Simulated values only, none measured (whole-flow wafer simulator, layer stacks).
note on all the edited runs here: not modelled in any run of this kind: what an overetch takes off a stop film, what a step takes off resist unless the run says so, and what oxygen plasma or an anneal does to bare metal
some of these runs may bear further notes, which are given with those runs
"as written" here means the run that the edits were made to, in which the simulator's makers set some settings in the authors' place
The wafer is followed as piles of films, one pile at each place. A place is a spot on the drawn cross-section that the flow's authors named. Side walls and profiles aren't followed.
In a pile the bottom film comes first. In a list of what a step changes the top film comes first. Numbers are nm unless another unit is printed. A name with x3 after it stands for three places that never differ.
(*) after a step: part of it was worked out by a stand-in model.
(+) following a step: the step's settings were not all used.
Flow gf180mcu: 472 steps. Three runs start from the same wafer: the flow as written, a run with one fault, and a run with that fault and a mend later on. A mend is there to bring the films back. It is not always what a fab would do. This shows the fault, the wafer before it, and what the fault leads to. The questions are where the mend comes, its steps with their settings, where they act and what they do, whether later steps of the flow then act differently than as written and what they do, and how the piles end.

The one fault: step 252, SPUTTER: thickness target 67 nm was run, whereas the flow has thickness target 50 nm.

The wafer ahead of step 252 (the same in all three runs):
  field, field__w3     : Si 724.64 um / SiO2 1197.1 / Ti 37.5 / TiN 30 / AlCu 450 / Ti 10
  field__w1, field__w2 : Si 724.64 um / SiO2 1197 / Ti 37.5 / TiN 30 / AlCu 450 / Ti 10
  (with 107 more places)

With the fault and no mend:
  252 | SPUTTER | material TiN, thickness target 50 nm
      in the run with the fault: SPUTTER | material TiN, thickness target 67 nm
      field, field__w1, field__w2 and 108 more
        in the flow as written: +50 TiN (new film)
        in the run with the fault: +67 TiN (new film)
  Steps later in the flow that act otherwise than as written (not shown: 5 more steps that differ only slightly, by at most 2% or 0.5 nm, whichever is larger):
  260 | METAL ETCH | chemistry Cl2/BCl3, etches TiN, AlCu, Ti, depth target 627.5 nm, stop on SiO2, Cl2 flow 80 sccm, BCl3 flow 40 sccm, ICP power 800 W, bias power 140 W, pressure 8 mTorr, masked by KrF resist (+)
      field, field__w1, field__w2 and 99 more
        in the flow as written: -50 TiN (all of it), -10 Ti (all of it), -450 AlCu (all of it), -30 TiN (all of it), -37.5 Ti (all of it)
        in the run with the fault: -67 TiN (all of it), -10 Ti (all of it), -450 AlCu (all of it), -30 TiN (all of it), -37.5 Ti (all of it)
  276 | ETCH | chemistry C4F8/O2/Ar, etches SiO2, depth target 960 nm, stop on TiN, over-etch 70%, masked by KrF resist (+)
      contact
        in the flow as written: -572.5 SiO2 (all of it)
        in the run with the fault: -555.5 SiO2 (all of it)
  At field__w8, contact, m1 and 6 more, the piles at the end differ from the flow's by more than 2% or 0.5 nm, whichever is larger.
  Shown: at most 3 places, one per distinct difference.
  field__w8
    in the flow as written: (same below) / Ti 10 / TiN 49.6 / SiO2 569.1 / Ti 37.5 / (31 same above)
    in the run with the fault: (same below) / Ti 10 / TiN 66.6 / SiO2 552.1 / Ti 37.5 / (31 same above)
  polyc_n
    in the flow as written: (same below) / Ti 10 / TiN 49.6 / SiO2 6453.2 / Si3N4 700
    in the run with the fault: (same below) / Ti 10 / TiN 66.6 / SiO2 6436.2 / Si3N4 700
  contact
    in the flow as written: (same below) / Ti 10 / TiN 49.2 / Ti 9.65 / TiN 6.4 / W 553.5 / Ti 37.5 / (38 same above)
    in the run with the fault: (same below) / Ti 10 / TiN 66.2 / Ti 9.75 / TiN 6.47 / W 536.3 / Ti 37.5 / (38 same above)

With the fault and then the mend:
  The mend follows step 259.
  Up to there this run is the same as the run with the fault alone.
  259a | STRIP | chemistry O2/N2, power 2160 W, pressure 1700 mTorr (*)
      field__w8, contact, m1 and 6 more
        -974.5 KrF resist (all of it)
  259b | METAL ETCH | chemistry Cl2/BCl3, etches TiN, AlCu, Ti, depth target 17 nm, Cl2 flow 80 sccm, BCl3 flow 40 sccm, ICP power 800 W, bias power 140 W, pressure 8 mTorr
      field, field__w1, field__w2 and 108 more
        -17 TiN
  259c | HMDS | 120 C, 60 s (the flow's step 254 again)
      leaves every film unchanged at each place that is followed
  259d | COAT | KrF resist, thickness 1000 nm (the flow's step 255 again)
      field, field__w1, field__w2 and 108 more
        +1000 KrF resist (new film)
  259e | SOFTBAKE | KrF resist (the flow's step 256 again)
      leaves every film unchanged at each place that is followed
  259f | EXPOSE | photomask Metal1 (the flow's step 257 again)
      leaves every film unchanged at each place that is followed
  259g | PEB | KrF resist, 135 C, 90 s (the flow's step 258 again)
      field, field__w1, field__w2 and 108 more
        -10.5 KrF resist
  259h | DEVELOP | thickness 1000 nm, 60 s (the flow's step 259 again)
      field, field__w1, field__w2 and 99 more
        -989.5 KrF resist (all of it)
      field__w8, contact, m1 and 6 more
        -14.9 KrF resist
  Every later step of the flow that is run acts as written at every place that is followed.
  At every place that both follow, the piles at the end match the flow's.
